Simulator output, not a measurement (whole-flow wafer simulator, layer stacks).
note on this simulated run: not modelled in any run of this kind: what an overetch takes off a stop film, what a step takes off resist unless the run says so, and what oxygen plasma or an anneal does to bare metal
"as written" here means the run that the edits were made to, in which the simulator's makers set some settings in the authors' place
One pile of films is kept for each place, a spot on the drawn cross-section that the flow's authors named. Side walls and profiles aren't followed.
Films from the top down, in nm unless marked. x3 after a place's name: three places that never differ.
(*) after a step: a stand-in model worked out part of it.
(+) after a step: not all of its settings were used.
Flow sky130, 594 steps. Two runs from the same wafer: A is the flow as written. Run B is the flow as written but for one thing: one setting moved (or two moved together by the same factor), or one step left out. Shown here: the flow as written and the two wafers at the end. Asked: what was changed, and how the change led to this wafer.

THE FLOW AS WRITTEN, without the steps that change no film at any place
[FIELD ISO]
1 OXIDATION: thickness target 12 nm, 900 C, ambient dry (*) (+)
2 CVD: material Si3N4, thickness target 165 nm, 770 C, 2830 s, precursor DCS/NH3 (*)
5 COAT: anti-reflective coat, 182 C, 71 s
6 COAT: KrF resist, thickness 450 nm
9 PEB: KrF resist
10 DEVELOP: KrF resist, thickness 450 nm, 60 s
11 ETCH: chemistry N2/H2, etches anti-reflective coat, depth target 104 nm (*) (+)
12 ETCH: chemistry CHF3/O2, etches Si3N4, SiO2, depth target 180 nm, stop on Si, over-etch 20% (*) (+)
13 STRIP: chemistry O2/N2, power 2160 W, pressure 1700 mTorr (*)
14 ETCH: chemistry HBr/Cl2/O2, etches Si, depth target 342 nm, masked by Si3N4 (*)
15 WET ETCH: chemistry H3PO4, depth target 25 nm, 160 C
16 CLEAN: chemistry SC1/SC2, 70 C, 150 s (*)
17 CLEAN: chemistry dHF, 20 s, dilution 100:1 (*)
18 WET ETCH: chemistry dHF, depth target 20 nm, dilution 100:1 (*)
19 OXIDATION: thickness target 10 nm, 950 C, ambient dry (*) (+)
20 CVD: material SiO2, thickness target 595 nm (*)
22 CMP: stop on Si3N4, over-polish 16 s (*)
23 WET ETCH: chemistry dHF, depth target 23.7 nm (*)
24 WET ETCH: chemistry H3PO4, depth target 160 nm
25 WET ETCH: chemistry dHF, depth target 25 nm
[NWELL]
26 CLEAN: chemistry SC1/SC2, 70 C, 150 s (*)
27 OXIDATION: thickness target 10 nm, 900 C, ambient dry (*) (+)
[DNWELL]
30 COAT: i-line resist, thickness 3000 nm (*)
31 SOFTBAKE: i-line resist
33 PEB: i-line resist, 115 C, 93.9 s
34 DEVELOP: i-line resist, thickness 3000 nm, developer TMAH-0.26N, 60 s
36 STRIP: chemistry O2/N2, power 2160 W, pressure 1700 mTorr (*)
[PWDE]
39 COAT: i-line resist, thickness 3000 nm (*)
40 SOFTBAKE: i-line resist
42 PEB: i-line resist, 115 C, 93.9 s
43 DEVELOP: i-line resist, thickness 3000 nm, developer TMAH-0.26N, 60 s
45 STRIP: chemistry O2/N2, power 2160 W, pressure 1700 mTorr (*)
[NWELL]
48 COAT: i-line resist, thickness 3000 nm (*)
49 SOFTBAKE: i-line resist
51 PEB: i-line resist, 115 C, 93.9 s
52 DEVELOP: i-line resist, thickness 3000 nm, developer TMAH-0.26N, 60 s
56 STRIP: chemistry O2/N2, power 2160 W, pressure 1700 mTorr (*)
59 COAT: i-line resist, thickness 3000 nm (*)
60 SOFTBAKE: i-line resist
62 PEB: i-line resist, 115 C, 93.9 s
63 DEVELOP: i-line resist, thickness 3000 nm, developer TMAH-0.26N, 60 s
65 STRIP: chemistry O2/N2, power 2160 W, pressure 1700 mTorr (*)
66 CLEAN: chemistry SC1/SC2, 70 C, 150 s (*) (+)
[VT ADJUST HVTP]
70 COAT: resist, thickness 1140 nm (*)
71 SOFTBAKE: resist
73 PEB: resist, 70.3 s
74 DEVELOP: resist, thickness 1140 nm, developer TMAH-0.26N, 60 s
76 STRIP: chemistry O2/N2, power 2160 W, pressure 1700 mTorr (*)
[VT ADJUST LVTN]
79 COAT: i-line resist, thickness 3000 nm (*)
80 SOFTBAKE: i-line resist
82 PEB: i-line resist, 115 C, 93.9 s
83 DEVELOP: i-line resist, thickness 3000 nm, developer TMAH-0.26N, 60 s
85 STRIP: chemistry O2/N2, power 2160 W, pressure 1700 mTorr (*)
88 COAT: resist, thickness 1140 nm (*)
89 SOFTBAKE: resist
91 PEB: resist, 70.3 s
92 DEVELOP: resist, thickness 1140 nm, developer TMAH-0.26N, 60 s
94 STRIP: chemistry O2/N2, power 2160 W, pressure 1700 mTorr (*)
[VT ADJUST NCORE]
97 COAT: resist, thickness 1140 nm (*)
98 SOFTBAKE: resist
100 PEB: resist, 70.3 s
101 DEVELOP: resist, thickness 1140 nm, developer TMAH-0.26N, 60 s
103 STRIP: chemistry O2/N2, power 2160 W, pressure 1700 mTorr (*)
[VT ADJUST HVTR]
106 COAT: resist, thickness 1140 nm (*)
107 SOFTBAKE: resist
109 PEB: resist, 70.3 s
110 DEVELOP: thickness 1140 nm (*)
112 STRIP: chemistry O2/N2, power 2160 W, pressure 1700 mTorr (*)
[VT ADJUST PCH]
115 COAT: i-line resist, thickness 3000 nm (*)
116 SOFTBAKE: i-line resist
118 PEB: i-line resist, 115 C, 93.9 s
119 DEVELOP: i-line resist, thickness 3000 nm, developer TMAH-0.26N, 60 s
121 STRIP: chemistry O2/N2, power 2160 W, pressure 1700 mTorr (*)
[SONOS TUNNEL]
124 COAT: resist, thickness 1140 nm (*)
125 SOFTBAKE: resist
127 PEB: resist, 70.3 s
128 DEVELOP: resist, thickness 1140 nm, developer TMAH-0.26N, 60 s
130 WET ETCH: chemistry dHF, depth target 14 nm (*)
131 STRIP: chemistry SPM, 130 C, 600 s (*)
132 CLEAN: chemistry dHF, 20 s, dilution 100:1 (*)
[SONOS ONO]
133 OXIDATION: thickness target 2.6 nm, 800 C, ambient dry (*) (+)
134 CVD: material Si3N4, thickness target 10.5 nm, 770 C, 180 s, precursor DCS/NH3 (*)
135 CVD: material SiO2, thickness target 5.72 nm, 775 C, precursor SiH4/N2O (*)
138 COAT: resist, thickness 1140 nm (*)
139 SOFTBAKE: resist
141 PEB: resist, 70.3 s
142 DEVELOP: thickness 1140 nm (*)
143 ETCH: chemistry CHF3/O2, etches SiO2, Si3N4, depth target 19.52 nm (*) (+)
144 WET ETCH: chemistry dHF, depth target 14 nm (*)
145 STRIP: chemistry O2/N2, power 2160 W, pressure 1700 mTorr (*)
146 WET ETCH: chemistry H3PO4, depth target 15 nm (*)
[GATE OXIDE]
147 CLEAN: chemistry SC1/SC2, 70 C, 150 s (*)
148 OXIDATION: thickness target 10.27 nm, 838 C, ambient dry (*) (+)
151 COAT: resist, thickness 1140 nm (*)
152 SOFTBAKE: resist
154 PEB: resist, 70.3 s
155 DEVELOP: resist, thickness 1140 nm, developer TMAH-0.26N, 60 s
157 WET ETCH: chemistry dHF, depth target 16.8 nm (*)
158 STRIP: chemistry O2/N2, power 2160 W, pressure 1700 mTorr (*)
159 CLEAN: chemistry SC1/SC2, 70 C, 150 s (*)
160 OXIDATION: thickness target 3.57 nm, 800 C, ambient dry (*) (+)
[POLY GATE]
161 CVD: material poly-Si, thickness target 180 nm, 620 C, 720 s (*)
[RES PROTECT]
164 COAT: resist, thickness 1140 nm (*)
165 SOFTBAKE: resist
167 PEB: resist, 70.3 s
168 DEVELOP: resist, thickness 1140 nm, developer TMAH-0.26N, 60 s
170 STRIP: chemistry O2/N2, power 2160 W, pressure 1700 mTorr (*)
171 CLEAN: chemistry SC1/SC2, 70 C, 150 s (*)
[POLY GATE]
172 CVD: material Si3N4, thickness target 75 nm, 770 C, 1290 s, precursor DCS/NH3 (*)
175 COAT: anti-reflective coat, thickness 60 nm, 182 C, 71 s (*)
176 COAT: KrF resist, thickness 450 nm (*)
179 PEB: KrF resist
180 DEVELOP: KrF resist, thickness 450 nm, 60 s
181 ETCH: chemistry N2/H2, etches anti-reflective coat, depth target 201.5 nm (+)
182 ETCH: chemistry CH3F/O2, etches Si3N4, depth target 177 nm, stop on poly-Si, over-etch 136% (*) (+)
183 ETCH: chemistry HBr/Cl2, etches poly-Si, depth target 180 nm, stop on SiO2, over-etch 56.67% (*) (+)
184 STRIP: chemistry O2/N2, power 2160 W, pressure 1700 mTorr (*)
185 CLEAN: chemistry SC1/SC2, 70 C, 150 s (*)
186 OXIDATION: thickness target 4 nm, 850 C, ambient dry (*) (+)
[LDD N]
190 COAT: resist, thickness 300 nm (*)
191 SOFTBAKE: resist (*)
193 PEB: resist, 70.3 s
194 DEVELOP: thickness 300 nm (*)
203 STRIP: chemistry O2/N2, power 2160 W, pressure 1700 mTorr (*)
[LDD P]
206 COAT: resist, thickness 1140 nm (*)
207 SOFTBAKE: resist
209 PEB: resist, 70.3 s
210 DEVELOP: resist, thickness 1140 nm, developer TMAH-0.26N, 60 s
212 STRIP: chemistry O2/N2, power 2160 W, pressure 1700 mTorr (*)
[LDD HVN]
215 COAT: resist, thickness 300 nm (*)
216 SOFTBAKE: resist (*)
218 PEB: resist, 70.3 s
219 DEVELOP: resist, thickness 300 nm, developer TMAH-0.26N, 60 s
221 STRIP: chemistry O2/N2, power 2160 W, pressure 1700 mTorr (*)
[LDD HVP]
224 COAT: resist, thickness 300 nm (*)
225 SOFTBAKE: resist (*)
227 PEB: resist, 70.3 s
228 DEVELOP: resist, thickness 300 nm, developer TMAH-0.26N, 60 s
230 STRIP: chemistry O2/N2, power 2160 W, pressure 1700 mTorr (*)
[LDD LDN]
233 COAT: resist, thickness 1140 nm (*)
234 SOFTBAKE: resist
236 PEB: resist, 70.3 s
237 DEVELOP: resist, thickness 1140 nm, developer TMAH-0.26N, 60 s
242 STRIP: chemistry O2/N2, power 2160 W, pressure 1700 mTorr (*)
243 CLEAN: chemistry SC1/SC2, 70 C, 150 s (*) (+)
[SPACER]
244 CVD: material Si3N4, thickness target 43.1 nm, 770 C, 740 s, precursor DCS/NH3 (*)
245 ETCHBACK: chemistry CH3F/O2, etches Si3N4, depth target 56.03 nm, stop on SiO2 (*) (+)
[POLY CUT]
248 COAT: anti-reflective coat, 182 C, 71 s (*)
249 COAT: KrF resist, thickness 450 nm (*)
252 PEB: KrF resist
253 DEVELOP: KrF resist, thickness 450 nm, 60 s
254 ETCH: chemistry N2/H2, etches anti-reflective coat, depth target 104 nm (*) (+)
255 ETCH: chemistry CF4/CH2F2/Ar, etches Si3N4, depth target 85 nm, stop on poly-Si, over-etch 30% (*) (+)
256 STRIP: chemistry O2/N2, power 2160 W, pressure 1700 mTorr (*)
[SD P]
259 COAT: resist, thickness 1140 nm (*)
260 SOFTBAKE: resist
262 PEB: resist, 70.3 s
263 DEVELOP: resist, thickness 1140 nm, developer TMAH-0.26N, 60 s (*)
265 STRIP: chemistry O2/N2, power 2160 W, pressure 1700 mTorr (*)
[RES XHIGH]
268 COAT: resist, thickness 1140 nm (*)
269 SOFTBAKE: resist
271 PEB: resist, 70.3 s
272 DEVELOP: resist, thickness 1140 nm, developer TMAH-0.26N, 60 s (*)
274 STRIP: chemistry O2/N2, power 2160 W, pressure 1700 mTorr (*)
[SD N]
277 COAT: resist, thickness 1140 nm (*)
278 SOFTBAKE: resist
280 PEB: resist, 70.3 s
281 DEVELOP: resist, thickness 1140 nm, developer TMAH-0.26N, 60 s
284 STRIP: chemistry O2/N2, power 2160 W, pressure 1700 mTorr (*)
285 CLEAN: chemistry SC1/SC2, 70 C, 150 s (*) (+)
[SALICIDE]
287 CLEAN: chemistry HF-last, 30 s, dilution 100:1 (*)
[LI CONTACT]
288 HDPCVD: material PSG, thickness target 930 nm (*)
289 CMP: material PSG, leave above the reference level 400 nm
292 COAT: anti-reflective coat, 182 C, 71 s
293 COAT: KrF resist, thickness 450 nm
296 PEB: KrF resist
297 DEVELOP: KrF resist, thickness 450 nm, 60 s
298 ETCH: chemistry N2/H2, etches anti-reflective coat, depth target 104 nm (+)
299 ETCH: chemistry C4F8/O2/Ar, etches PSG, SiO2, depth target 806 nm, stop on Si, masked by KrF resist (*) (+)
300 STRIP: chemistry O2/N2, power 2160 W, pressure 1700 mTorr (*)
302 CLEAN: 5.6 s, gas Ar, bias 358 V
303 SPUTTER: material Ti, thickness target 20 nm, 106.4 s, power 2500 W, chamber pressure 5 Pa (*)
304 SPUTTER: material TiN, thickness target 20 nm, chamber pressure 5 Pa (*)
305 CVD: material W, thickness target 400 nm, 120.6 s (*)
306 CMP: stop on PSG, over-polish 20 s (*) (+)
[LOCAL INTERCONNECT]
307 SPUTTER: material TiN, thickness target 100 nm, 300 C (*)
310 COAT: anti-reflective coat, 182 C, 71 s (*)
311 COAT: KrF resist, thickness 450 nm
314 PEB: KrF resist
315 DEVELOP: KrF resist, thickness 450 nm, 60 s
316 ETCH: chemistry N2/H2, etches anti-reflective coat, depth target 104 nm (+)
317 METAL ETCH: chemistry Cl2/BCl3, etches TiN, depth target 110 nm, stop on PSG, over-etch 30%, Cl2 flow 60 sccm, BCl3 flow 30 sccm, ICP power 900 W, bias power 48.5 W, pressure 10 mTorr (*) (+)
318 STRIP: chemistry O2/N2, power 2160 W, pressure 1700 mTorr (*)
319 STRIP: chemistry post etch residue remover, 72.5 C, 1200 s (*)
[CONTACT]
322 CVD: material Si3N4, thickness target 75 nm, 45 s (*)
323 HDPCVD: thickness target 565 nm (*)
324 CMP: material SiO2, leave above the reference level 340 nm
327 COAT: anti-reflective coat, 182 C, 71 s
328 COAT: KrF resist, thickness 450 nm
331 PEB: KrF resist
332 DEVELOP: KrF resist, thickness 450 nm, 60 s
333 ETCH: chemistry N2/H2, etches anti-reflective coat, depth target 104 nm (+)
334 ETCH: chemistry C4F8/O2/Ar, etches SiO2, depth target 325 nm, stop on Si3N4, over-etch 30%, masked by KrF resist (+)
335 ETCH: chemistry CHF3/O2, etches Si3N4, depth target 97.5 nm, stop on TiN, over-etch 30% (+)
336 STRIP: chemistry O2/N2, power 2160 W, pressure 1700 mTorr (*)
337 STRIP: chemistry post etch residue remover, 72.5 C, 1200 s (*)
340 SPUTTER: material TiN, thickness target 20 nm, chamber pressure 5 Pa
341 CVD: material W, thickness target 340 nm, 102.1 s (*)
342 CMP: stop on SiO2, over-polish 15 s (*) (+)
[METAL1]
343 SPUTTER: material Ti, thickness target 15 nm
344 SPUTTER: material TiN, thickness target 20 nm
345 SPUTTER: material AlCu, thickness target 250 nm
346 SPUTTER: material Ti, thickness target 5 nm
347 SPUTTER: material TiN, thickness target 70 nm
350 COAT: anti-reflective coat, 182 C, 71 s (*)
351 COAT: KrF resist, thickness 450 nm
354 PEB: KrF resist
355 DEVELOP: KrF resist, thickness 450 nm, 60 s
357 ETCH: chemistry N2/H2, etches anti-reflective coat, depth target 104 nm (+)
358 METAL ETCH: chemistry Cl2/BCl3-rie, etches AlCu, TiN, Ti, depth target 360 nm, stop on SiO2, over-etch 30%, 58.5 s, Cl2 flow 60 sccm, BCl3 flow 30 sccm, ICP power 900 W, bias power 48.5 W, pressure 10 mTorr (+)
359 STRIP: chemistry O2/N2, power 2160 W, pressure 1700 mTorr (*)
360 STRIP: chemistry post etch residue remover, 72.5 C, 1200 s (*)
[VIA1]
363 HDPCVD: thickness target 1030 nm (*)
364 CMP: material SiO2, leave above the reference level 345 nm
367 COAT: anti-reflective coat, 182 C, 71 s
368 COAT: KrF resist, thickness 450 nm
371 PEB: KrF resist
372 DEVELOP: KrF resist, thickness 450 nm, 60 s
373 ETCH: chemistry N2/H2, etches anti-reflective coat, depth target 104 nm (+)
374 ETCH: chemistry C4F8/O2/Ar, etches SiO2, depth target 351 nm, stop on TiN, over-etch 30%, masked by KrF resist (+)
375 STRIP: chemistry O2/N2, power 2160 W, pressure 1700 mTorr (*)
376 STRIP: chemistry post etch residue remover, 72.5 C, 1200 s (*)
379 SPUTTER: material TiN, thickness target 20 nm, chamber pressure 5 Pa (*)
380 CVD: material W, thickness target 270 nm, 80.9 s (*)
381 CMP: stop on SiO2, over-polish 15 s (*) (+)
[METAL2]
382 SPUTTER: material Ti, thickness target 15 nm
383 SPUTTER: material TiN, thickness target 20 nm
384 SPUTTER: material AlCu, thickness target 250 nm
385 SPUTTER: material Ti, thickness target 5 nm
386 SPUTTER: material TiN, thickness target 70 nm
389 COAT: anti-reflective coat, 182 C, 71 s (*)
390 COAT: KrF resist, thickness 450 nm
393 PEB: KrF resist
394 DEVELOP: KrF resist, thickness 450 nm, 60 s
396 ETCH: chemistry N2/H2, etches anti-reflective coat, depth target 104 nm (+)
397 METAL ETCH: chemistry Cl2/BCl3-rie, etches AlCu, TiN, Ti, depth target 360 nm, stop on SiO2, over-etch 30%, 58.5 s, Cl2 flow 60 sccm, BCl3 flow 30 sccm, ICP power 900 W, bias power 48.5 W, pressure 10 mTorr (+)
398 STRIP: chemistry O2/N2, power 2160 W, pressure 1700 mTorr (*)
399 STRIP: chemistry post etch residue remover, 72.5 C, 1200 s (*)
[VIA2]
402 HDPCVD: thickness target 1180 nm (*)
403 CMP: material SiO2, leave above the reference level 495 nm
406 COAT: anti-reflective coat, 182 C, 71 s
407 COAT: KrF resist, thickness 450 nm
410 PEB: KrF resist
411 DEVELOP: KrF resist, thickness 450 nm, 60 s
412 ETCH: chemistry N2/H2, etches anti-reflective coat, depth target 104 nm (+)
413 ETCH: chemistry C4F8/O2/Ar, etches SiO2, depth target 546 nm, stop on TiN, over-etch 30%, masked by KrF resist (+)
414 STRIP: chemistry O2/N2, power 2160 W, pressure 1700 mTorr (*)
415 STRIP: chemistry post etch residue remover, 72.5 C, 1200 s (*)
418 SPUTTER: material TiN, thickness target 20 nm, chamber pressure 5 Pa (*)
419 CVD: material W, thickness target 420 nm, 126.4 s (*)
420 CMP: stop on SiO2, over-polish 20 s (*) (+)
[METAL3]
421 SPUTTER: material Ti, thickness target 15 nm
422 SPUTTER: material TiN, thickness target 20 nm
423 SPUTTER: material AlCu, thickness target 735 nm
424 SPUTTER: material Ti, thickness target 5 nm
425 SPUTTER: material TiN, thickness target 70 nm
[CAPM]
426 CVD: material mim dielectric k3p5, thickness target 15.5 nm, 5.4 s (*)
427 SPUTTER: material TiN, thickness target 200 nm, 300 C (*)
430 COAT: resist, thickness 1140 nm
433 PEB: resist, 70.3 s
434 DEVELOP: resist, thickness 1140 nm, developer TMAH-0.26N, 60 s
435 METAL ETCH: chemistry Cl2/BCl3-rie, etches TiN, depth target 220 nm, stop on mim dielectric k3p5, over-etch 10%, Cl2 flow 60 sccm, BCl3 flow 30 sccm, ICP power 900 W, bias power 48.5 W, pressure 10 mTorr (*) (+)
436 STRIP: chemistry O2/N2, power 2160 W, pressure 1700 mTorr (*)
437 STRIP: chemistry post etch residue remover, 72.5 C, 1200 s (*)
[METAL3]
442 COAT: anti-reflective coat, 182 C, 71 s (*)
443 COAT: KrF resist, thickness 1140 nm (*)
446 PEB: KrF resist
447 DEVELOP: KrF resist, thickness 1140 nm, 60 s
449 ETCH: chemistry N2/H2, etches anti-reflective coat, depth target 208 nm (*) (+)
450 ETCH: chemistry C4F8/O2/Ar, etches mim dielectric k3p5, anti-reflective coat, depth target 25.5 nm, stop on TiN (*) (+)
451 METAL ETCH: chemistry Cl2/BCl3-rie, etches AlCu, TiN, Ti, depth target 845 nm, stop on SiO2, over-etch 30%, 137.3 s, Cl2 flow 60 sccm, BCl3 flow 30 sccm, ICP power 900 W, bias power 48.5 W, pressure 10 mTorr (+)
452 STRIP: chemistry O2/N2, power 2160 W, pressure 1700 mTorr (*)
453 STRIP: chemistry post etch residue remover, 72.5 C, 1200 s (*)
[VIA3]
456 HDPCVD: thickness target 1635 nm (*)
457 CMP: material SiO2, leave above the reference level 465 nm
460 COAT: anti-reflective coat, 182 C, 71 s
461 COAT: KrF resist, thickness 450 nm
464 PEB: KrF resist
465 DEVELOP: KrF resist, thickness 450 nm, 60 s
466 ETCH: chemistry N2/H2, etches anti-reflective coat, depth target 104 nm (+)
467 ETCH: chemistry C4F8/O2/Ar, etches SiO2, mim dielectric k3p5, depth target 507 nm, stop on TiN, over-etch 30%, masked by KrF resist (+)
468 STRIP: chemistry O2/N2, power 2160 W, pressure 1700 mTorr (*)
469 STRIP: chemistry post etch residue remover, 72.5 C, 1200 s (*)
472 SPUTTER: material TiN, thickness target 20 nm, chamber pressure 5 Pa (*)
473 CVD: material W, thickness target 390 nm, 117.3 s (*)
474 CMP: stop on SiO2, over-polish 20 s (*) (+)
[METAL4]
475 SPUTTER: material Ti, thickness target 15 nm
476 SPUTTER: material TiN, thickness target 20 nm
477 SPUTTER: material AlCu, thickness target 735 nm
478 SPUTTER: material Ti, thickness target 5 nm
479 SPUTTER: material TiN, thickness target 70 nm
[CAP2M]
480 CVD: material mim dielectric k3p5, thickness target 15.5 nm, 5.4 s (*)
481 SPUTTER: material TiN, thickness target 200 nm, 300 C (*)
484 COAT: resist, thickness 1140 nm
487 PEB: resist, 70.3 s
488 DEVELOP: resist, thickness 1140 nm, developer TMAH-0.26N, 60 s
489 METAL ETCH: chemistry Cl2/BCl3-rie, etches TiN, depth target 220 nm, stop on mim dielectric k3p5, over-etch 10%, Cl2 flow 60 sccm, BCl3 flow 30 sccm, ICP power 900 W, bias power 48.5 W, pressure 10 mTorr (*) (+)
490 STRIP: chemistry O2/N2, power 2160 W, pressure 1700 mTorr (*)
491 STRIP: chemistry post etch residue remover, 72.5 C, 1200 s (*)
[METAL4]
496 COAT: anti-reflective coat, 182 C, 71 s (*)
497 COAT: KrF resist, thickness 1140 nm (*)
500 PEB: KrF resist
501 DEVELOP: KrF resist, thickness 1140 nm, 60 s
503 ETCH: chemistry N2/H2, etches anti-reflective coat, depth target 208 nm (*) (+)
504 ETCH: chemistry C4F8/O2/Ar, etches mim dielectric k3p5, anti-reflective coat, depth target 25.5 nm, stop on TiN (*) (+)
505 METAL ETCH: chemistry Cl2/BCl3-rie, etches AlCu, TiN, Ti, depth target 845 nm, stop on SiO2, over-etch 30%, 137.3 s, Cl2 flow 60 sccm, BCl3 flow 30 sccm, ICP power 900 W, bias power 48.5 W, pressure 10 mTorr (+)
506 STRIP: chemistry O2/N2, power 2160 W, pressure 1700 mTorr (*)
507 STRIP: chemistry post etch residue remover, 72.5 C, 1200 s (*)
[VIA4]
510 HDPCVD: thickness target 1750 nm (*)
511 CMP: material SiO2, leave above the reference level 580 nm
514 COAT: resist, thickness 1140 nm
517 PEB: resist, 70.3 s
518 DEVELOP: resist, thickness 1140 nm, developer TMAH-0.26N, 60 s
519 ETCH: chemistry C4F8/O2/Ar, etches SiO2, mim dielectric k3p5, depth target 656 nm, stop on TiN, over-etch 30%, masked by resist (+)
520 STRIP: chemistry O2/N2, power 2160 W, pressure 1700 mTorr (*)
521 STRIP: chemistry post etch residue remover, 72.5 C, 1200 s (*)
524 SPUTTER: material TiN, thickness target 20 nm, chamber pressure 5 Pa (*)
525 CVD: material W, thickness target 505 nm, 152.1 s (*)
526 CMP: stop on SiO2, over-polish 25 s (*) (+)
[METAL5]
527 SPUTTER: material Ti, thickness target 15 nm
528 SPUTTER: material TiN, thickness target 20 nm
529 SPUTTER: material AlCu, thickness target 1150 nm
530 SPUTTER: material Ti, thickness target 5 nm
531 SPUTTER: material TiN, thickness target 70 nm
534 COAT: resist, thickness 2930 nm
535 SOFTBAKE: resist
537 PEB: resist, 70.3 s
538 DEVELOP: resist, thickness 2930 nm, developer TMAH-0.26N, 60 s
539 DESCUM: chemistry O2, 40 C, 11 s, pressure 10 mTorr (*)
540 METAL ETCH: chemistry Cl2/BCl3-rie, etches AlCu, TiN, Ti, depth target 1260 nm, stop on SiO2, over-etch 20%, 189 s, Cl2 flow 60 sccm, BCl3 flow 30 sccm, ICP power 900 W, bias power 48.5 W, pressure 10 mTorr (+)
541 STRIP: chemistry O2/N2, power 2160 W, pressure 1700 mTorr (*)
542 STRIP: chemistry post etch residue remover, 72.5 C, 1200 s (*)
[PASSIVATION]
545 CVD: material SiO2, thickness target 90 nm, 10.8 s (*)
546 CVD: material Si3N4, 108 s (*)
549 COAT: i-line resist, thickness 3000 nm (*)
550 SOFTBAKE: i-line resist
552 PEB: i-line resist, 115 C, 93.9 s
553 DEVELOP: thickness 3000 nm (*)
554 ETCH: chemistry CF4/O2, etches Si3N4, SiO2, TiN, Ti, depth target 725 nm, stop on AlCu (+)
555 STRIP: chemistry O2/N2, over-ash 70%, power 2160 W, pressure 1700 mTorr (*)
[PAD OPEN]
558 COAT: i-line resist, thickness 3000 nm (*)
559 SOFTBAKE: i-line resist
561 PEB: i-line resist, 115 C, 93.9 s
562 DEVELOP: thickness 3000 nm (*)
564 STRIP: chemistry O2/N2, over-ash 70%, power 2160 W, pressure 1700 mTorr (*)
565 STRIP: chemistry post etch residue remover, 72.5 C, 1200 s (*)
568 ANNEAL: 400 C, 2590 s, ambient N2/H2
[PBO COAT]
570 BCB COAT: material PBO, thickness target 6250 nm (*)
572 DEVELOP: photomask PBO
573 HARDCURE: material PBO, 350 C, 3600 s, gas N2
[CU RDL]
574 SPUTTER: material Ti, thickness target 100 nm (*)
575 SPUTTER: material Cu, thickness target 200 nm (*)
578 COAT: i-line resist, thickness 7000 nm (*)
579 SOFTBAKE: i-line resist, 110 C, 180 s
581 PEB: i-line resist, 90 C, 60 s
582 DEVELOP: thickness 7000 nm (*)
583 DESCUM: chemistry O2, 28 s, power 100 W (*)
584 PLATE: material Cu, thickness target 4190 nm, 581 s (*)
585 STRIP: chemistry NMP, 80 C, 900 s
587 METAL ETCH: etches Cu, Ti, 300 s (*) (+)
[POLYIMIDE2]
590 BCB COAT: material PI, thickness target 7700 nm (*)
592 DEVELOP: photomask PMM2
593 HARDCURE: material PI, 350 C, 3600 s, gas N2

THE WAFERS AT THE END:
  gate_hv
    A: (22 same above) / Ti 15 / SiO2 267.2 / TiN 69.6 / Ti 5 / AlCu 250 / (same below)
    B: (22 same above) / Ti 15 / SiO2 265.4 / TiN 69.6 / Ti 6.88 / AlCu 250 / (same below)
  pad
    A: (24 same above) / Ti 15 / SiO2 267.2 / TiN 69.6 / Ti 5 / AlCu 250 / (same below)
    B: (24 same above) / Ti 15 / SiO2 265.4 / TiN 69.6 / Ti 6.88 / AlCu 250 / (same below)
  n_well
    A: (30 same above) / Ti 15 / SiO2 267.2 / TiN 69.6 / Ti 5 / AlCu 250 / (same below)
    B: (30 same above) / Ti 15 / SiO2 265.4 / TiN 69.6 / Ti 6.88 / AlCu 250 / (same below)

The cause: step 346, SPUTTER: thickness target 6.88 nm was run, where the flow has thickness target 5 nm.
It can be read off the wafer: gate_hv has Ti 6.88, and step 346 as written asks for 5 nm.

How the change led to this, step by step:
  346 SPUTTER: material Ti, thickness target 5 nm
      field, active, n_well and 188 more: A Ti +5 (new film) | B Ti +6.88 (new film)
  358 METAL ETCH: chemistry Cl2/BCl3-rie, etches AlCu, TiN, Ti, depth target 360 nm, stop on SiO2, over-etch 30%, 58.5 s, Cl2 flow 60 sccm, BCl3 flow 30 sccm, ICP power 900 W, bias power 48.5 W, pressure 10 mTorr (+)
      field, active, gate and 81 more: A TiN -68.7 (all of it), Ti -5 (all of it), AlCu -250 (all of it), TiN -20 (all of it), Ti -15 (all of it), SiO2 -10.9 | B TiN -68.7 (all of it), Ti -6.88 (all of it), AlCu -250 (all of it), TiN -20 (all of it), Ti -15 (all of it), SiO2 -10.7
